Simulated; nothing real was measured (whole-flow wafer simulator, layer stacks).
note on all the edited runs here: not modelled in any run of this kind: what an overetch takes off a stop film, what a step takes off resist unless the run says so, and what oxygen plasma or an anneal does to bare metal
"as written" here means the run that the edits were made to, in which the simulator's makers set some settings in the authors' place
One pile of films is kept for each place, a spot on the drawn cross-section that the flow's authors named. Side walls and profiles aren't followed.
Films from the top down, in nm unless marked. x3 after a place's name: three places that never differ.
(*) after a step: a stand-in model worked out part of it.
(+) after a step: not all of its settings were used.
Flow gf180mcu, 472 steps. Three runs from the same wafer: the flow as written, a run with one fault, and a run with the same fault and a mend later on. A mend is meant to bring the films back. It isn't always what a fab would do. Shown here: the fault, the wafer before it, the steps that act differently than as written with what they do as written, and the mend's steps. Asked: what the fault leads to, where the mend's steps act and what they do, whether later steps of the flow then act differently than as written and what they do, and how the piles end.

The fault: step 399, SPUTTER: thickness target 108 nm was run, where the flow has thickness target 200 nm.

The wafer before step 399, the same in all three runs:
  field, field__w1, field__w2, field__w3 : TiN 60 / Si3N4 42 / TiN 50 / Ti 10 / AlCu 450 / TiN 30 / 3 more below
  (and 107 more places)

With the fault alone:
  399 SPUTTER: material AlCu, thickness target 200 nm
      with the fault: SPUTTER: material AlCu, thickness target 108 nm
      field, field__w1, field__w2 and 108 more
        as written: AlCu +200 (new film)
        with the fault: AlCu +108 (new film)
  Later steps of the flow that act differently than as written (3 more steps differ only slightly, by at most 2% or 0.5 nm, whichever is larger, and aren't shown):
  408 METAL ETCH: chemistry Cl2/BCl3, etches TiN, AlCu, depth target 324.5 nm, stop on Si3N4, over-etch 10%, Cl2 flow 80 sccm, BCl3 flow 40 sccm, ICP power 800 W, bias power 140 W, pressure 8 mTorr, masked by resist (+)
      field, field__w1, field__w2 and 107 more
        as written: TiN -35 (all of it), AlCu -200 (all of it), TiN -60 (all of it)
        with the fault: TiN -35 (all of it), AlCu -108 (all of it), TiN -60 (all of it)
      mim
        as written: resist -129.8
        with the fault: resist -89.3
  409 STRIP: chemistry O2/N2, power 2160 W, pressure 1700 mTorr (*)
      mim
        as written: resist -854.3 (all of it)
        with the fault: resist -894.8 (all of it)
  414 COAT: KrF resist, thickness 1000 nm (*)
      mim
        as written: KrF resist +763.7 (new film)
        with the fault: KrF resist +835 (new film)
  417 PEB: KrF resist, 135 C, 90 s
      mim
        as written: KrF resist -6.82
        with the fault: KrF resist -7.95
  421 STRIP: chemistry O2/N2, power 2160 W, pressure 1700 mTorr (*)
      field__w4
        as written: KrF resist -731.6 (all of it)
        with the fault: KrF resist -716.7 (all of it)
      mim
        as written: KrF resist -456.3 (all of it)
        with the fault: KrF resist -526.4 (all of it)
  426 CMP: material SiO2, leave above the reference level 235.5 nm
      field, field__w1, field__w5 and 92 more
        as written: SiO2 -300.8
        with the fault: SiO2 -392.8
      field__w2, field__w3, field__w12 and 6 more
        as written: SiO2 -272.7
        with the fault: SiO2 -364.7
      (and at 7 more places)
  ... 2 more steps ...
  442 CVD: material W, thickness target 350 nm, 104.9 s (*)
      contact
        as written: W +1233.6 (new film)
        with the fault: W +1140.8 (new film)
  At the end the piles differ from the flow's by more than 2% or 0.5 nm, whichever is larger, at field__w4, field__w8, contact, m1, m1__w1, mim, mim_1p0, m1_nw.
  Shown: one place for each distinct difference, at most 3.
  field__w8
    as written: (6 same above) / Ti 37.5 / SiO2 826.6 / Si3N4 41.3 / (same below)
    with the fault: (6 same above) / Ti 37.5 / SiO2 734.6 / Si3N4 41.3 / (same below)
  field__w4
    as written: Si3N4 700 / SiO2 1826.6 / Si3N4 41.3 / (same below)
    with the fault: Si3N4 700 / SiO2 1734.6 / Si3N4 41.3 / (same below)
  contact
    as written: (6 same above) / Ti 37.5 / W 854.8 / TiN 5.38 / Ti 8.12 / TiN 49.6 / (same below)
    with the fault: (6 same above) / Ti 37.5 / W 762.1 / TiN 5.67 / Ti 8.56 / TiN 49.6 / (same below)

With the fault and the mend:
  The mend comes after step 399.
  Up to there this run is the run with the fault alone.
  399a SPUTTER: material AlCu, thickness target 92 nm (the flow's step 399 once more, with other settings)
      field, field__w1, field__w2 and 108 more
        AlCu +92
  No later step of the flow acts differently than as written at any place that is followed.
  At the end the piles are the same as the flow's at every place that both follow.
